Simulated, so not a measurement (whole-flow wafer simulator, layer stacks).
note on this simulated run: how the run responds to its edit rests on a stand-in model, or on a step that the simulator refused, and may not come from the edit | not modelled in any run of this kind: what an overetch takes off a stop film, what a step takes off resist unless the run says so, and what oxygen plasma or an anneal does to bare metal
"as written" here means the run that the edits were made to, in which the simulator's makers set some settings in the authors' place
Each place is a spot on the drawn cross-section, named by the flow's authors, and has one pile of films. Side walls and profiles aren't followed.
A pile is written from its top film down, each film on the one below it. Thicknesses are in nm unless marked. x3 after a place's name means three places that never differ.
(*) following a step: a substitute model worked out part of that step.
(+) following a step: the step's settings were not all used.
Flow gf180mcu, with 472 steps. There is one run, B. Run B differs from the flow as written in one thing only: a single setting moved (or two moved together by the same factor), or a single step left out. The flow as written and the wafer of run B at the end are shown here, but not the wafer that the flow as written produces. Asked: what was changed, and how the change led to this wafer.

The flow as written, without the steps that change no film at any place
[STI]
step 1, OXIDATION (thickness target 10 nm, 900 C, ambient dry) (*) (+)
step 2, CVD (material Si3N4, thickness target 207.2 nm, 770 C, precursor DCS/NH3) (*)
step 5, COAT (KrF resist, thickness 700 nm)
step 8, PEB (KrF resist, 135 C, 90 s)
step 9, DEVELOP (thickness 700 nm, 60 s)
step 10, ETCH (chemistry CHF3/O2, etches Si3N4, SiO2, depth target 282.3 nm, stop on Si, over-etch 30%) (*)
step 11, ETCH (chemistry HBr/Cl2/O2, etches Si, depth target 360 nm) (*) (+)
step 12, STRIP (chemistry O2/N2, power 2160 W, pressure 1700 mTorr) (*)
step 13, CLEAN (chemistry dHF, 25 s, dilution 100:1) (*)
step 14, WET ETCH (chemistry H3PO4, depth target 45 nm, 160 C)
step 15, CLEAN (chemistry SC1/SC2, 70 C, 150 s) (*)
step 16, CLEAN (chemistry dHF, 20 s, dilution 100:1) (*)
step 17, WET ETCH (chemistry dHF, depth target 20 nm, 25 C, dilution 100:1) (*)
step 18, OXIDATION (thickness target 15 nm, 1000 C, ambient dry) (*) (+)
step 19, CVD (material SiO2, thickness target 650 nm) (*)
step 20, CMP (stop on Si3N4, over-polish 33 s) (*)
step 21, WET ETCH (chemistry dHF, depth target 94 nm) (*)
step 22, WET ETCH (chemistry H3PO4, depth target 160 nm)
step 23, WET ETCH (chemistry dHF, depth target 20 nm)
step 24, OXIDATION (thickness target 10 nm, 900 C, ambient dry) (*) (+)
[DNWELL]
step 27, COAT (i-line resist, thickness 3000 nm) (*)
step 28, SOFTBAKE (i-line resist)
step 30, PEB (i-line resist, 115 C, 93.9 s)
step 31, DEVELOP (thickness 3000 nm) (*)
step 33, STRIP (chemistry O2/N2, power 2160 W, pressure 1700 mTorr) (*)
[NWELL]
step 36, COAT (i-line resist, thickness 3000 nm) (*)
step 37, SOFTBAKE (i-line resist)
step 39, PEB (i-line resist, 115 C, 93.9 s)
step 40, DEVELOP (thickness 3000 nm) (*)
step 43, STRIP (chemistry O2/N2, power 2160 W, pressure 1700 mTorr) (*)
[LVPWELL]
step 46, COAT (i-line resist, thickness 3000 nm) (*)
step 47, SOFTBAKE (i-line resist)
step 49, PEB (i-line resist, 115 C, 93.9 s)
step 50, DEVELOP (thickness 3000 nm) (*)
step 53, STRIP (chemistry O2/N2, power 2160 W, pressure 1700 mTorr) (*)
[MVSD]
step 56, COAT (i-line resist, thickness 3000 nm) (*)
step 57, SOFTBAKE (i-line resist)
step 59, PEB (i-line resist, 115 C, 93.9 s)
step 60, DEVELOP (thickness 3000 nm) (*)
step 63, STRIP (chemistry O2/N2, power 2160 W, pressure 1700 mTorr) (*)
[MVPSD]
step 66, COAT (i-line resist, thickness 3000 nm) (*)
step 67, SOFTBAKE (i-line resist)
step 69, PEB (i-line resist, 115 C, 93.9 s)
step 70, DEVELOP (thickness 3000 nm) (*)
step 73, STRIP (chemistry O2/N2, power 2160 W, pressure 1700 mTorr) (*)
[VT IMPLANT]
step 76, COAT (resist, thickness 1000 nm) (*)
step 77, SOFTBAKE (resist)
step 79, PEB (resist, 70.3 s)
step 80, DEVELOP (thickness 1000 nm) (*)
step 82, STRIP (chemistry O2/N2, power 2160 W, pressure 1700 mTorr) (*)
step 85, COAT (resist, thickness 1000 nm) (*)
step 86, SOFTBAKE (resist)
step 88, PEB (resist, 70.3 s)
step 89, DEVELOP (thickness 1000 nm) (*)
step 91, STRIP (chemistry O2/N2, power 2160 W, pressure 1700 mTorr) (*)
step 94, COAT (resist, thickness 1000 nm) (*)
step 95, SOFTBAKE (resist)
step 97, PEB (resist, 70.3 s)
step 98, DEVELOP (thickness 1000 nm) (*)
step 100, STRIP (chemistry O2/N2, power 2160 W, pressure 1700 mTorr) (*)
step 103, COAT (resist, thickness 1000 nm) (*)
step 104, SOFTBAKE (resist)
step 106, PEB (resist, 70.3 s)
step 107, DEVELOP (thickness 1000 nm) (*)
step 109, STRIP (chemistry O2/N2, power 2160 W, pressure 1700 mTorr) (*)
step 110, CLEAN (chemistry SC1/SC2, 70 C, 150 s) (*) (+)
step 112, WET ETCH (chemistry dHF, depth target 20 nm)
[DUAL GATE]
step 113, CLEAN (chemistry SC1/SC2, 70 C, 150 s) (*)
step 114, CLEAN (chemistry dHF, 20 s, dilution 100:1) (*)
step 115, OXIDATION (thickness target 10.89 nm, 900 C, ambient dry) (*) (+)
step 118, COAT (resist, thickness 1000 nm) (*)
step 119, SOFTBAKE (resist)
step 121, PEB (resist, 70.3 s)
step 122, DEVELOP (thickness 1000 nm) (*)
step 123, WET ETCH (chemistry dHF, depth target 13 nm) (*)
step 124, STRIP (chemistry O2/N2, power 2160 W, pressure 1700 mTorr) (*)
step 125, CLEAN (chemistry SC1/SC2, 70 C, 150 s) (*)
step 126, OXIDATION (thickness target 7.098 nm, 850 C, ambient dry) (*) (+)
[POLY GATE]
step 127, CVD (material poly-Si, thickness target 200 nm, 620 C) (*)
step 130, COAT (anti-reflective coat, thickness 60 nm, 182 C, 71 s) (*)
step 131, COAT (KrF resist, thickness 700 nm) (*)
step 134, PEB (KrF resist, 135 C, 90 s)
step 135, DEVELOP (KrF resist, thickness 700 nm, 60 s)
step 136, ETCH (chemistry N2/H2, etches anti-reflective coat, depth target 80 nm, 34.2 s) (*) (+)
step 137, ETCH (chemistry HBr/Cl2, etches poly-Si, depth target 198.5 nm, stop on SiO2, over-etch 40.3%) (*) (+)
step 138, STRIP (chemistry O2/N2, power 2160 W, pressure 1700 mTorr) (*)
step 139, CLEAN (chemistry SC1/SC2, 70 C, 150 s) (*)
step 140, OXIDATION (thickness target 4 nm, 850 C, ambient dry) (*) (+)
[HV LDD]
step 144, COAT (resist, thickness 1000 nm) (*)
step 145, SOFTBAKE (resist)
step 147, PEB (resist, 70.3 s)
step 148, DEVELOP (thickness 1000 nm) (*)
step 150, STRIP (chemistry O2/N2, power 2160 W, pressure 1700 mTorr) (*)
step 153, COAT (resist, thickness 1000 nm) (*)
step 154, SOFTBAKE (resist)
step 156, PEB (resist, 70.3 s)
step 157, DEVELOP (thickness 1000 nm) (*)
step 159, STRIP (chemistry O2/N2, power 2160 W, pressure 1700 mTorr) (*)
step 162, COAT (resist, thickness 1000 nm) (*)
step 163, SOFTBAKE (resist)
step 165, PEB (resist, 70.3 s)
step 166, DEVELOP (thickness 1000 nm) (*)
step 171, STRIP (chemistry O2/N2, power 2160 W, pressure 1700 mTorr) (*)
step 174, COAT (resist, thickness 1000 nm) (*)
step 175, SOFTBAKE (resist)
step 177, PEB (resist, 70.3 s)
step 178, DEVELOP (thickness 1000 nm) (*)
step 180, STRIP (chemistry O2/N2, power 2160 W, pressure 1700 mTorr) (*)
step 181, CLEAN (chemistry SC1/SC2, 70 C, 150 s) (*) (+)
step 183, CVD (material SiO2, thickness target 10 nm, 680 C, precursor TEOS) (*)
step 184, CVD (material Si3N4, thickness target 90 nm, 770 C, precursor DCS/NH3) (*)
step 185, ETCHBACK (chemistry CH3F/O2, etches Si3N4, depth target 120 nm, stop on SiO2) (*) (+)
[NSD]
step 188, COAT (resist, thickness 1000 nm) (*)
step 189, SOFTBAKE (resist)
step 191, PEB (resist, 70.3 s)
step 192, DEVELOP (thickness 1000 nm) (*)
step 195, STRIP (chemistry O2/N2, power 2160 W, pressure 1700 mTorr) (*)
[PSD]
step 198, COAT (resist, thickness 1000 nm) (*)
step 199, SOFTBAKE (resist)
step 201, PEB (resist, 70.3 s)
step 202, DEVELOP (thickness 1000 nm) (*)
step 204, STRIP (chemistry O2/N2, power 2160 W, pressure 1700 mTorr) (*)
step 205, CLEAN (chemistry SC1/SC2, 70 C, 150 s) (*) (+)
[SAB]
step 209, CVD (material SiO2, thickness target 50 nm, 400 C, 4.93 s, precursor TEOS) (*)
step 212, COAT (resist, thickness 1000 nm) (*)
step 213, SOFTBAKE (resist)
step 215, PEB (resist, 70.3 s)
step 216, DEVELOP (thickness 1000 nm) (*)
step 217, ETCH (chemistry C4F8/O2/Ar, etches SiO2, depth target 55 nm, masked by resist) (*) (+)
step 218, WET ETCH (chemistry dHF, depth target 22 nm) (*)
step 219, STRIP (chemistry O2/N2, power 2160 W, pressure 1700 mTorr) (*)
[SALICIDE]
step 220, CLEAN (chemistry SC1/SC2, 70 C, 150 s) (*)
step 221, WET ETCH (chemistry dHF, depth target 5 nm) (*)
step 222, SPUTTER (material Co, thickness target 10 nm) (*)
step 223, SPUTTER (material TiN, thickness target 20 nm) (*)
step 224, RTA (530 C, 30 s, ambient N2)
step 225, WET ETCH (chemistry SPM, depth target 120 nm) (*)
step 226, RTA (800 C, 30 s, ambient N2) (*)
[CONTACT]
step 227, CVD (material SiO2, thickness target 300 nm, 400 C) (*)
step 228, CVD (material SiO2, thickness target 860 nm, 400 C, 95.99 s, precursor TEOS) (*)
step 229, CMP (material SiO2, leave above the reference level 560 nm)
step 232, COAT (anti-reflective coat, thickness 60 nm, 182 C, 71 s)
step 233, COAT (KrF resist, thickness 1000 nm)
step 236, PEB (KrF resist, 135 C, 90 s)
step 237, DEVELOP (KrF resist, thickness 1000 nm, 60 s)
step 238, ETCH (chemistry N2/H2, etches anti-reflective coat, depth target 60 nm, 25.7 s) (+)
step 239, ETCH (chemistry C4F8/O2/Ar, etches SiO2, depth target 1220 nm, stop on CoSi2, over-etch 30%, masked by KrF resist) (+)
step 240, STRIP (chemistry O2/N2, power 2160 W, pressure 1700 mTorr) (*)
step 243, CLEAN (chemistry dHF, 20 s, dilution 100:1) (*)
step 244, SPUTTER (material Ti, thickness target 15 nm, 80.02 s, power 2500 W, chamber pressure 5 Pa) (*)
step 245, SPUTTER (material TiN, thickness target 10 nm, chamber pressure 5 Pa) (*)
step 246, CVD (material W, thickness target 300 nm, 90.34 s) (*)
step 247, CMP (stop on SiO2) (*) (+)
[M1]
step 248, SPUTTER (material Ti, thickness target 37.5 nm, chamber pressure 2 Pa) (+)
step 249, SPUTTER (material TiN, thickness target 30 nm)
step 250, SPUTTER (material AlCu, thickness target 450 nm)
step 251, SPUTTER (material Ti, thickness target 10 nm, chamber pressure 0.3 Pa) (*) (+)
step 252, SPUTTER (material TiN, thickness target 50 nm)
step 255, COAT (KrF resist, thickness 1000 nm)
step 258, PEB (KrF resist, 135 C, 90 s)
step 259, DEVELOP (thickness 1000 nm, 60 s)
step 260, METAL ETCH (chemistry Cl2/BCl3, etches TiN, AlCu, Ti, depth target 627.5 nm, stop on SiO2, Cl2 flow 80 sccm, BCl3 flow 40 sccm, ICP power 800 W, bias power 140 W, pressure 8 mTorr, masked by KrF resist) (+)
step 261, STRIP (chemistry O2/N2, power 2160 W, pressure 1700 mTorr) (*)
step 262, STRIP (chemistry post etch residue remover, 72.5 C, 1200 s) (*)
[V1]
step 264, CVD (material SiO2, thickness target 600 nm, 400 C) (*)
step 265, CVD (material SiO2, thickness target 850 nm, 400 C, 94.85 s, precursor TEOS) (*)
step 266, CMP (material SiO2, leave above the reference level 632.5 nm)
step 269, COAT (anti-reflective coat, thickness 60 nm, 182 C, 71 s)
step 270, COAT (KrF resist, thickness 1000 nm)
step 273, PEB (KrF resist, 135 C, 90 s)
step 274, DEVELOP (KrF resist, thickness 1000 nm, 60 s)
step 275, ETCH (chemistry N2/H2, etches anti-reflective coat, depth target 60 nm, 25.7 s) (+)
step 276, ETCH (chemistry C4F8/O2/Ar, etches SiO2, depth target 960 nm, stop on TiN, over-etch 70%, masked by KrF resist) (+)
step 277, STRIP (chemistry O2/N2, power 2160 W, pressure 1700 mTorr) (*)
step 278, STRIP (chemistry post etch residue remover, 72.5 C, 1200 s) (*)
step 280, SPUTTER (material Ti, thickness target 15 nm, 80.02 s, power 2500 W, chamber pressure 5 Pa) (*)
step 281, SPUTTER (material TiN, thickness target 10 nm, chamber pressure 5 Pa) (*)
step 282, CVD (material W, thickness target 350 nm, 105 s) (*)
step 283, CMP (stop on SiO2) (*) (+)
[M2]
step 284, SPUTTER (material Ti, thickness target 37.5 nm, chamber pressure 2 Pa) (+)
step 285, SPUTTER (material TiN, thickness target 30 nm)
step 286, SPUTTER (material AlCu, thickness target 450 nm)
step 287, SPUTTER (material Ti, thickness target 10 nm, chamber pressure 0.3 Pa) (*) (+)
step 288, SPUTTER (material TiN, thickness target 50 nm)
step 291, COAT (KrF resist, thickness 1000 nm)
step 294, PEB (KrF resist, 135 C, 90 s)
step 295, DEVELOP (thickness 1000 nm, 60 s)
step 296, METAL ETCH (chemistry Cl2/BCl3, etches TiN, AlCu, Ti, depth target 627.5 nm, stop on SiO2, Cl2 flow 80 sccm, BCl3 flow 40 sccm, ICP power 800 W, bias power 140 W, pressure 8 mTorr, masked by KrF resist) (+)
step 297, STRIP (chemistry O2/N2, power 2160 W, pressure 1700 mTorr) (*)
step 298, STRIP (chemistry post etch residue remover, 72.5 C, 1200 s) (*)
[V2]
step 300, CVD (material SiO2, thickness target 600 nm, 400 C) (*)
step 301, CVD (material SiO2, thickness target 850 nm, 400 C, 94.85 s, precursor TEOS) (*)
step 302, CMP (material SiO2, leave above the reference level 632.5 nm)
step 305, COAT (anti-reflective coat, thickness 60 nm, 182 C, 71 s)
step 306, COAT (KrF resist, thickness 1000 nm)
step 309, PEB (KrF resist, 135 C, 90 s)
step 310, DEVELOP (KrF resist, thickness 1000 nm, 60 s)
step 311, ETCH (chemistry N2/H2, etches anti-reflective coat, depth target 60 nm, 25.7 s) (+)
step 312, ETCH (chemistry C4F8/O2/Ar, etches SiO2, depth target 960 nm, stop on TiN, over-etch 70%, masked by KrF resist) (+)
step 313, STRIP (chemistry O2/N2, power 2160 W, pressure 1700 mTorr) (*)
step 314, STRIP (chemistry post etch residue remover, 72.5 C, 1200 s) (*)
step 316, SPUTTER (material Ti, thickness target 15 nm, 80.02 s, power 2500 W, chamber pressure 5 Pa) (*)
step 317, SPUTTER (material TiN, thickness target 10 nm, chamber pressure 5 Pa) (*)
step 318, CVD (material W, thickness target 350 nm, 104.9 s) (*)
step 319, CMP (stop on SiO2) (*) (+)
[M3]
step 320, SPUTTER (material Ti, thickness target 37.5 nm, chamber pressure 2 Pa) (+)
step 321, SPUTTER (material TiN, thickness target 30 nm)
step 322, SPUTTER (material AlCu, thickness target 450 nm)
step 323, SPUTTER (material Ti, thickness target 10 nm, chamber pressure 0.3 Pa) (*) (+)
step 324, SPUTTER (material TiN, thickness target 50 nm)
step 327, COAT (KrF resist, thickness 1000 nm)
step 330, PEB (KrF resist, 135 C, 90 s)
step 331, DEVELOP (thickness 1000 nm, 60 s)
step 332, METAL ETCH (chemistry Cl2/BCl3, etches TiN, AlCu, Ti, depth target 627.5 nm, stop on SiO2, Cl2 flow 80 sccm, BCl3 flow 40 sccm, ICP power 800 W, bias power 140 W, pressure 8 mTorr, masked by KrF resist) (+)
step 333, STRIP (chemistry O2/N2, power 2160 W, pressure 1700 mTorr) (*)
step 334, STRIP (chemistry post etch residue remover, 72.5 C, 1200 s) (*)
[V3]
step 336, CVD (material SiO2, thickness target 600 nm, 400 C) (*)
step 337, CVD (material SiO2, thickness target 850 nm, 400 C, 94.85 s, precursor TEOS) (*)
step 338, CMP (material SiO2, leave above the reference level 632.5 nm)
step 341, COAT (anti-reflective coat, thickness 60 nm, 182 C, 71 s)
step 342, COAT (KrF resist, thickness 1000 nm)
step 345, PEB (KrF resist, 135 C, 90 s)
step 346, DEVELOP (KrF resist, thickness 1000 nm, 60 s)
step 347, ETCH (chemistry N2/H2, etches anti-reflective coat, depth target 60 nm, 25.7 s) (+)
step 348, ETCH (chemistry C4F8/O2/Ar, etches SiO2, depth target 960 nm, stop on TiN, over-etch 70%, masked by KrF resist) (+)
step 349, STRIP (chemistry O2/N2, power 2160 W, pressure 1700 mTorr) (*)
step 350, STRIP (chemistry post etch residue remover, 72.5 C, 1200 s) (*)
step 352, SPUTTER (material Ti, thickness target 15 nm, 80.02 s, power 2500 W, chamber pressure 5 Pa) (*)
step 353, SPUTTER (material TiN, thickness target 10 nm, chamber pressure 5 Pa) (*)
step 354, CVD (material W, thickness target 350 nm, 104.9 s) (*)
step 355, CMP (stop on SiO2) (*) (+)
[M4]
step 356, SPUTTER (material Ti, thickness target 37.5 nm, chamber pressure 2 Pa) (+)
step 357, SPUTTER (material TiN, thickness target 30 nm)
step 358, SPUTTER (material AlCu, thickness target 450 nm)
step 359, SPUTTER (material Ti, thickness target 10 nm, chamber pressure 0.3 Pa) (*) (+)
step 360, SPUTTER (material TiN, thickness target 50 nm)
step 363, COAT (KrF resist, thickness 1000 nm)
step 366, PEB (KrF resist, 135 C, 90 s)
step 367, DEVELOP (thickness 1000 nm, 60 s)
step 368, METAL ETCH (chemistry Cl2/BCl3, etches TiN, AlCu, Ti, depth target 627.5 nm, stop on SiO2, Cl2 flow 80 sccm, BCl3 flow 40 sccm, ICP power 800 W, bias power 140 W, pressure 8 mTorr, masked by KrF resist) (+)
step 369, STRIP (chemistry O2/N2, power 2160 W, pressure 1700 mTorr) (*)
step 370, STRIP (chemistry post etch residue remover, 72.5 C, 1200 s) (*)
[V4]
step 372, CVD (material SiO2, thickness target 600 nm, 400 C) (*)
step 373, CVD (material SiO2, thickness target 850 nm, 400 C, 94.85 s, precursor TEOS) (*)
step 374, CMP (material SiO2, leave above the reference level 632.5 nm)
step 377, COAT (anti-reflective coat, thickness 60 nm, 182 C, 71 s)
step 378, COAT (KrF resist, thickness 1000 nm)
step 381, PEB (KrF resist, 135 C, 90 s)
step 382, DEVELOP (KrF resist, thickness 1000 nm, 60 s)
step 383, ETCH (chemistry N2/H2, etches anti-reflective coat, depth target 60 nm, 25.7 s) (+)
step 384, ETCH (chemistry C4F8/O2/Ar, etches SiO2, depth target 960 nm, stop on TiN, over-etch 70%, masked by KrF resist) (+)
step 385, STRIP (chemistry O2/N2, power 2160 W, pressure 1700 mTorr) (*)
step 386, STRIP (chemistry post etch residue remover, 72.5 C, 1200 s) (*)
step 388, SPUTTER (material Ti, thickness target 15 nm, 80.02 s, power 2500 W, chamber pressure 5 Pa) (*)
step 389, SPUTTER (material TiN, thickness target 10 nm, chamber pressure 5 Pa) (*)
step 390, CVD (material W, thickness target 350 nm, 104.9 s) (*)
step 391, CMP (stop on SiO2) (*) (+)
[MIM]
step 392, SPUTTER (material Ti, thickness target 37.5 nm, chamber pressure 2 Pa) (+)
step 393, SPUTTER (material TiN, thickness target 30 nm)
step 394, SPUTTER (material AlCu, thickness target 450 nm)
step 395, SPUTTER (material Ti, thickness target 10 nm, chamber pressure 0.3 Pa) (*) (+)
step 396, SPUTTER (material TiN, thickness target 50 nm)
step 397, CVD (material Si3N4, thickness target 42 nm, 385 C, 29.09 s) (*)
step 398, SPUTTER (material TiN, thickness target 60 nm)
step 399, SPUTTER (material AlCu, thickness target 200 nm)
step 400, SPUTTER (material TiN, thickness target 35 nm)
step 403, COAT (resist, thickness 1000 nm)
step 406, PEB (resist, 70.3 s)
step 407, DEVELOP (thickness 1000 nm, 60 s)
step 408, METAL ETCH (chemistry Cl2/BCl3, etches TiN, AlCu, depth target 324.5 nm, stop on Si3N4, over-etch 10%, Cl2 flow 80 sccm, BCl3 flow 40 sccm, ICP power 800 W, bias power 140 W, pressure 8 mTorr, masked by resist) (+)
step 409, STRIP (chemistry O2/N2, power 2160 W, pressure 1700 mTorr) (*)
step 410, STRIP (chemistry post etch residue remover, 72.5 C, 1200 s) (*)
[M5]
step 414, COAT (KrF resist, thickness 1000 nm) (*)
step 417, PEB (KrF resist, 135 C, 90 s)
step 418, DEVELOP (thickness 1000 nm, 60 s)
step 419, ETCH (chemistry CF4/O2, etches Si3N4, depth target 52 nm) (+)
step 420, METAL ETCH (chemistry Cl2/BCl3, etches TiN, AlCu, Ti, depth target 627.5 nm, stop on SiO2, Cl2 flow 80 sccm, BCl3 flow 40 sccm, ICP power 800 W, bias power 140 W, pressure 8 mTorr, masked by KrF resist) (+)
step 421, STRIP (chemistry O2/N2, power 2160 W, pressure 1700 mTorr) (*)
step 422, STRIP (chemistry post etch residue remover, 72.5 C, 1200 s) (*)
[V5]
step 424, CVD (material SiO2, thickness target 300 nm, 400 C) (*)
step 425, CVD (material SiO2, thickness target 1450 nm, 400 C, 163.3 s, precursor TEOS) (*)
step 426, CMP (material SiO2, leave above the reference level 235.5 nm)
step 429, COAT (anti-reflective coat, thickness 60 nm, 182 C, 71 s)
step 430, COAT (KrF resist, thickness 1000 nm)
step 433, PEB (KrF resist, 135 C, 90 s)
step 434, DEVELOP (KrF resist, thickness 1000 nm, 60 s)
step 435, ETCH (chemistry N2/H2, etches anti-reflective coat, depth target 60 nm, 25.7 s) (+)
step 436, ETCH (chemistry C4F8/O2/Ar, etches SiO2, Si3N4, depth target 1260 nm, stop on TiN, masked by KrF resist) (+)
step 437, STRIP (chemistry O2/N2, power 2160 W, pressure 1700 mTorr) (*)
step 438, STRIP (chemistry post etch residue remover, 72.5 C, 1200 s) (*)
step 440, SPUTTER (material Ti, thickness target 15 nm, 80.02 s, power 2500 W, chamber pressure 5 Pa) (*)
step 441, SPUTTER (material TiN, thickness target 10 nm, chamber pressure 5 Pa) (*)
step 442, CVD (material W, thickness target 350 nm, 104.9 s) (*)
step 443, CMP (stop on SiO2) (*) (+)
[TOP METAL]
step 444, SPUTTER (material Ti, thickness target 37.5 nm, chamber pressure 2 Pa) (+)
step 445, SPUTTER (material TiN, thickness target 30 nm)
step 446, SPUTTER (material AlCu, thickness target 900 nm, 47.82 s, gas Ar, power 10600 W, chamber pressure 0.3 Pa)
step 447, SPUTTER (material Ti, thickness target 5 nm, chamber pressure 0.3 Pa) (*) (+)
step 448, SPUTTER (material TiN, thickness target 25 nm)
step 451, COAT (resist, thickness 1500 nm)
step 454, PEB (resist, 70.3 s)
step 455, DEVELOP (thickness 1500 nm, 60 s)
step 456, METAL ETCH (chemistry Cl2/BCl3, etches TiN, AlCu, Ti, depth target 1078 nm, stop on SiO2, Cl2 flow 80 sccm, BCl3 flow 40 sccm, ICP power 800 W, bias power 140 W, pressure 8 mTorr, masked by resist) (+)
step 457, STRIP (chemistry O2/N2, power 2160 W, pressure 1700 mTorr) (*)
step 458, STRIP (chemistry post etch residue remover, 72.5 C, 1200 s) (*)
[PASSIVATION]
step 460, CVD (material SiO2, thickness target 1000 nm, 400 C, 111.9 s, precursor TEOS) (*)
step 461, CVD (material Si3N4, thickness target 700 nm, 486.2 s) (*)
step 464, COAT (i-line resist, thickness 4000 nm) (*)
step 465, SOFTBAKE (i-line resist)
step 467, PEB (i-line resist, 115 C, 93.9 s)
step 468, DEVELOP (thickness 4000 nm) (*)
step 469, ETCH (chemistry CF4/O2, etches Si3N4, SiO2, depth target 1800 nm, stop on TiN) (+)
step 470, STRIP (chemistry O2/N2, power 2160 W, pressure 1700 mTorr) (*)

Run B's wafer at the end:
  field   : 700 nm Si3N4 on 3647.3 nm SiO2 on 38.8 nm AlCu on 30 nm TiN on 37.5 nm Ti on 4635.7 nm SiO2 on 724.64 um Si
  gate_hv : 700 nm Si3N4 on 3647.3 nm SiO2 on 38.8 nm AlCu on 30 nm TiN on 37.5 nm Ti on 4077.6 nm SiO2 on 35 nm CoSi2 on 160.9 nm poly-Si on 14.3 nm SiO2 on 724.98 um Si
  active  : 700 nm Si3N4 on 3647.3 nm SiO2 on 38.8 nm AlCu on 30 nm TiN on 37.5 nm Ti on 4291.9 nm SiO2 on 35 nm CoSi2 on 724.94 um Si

What caused this: step 358, SPUTTER: thickness target 612 nm was run, while the flow as written has thickness target 450 nm.

The path from the change to this, step by step:
  step 358, SPUTTER (material AlCu, thickness target 450 nm)
      field, field__w1, field__w2 and 108 more: +612 AlCu (new film) (in the flow as written it would be: +450 AlCu (new film))
  step 368, METAL ETCH (chemistry Cl2/BCl3, etches TiN, AlCu, Ti, depth target 627.5 nm, stop on SiO2, Cl2 flow 80 sccm, BCl3 flow 40 sccm, ICP power 800 W, bias power 140 W, pressure 8 mTorr, masked by KrF resist) (+)
      field, field__w1, field__w2 and 103 more: -50 TiN (all of it), -10 Ti (all of it), -567.5 AlCu (in the flow as written it would be: -50 TiN (all of it), -10 Ti (all of it), -450 AlCu (all of it), -30 TiN (all of it), -37.5 Ti (all of it))
  step 370, STRIP (chemistry post etch residue remover, 72.5 C, 1200 s) (*)
      field, field__w1, field__w2 and 103 more: -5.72 AlCu (in the flow as written it would be: nothing)
  step 372, CVD (material SiO2, thickness target 600 nm, 400 C) (*)
      field, field__w1, field__w2 and 103 more: +600 SiO2 (new film) (in the flow as written it would be: +600 SiO2)
  step 374, CMP (material SiO2, leave above the reference level 632.5 nm)
      field, field__w1, field__w2 and 103 more: -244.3 SiO2 (in the flow as written it would be: -300 SiO2)
If metal films that touch count as one body, field has 1 body; the flow as written gives 0 bodies.
If metal films that touch count as one body, gate_hv has 2 bodies (between them, from the top down: SiO2 4077.6); the flow as written gives 1 body.
If metal films that touch count as one body, active has 2 bodies (between them, from the top down: SiO2 4291.9); the flow as written gives 1 body.
